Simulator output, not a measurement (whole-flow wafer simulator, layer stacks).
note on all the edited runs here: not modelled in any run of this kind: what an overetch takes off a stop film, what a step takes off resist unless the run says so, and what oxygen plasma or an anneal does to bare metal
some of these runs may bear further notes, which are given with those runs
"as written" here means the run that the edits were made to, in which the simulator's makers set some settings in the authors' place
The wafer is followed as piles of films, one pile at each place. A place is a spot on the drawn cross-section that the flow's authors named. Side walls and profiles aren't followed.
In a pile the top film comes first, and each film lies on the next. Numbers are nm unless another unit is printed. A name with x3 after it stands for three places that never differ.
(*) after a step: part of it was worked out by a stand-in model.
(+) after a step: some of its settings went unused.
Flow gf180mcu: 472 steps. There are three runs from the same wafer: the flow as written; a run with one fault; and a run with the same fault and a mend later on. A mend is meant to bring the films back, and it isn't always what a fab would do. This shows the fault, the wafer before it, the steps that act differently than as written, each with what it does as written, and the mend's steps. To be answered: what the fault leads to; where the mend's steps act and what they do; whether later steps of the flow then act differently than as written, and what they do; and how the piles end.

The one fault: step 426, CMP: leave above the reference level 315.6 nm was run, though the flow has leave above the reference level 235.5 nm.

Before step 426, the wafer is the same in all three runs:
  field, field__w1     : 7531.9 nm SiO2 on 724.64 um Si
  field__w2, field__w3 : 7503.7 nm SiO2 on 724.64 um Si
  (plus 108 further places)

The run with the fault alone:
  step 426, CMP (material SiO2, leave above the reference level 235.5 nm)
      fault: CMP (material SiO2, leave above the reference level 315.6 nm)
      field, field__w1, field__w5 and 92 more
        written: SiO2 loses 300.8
        fault: SiO2 loses 220.7
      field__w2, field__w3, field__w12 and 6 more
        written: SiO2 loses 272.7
        fault: SiO2 loses 192.6
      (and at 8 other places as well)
  Steps further on in the flow that do not act as written (2 other steps are not shown; they differ only slightly, by no more than 2% or 0.5 nm, whichever is larger):
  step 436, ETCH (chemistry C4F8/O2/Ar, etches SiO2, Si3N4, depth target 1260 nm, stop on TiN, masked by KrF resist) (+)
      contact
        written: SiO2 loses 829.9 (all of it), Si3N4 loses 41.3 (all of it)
        fault: SiO2 loses 910 (all of it), Si3N4 loses 41.3 (all of it)
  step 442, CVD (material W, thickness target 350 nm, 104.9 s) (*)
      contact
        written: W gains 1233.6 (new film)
        fault: W gains 1314.3 (new film)
  By the end, the piles at field__w4, field__w8, contact, m1, m1__w1, mim, mim_1p0, m1_nw depart from the flow's by more than 2% or 0.5 nm, whichever is larger.
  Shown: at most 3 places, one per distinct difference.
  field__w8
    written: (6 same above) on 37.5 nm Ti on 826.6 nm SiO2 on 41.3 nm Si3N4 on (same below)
    fault: (6 same above) on 37.5 nm Ti on 906.7 nm SiO2 on 41.3 nm Si3N4 on (same below)
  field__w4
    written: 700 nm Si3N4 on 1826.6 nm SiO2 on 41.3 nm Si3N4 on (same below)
    fault: 700 nm Si3N4 on 1906.7 nm SiO2 on 41.3 nm Si3N4 on (same below)
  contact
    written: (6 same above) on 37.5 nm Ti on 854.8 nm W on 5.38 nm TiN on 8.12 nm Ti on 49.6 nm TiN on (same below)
    fault: (6 same above) on 37.5 nm Ti on 935.5 nm W on 5.14 nm TiN on 7.76 nm Ti on 49.6 nm TiN on (same below)

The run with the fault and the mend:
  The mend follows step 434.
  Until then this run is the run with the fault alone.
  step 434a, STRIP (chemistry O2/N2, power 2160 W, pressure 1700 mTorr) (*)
      field, field__w1, field__w2 and 108 more
        KrF resist loses 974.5 (all of it), anti-reflective coat loses 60 (all of it)
      contact
        anti-reflective coat loses 60 (all of it)
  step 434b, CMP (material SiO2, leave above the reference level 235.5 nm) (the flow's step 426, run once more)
      field, field__w1, field__w2 and 109 more
        SiO2 loses 80.1
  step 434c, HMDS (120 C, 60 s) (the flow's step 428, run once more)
      leaves every film unchanged at each place that is followed
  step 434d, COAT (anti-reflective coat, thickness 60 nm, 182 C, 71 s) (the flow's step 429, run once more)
      field, field__w1, field__w2 and 109 more
        anti-reflective coat gains 60 (new film)
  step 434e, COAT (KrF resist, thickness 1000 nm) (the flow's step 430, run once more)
      field, field__w1, field__w2 and 109 more
        KrF resist gains 1000 (new film)
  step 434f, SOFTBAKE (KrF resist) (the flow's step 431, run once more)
      leaves every film unchanged at each place that is followed
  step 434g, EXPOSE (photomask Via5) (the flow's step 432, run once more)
      leaves every film unchanged at each place that is followed
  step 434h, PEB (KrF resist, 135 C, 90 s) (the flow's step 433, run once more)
      field, field__w1, field__w2 and 109 more
        KrF resist loses 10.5
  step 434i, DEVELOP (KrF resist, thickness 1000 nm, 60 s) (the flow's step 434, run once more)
      field, field__w1, field__w2 and 108 more
        KrF resist loses 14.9
      contact
        KrF resist loses 989.5 (all of it)
  Later steps of the flow that are run all act as written at every place that is followed.
  At every place that both follow, the piles at the end match the flow's.
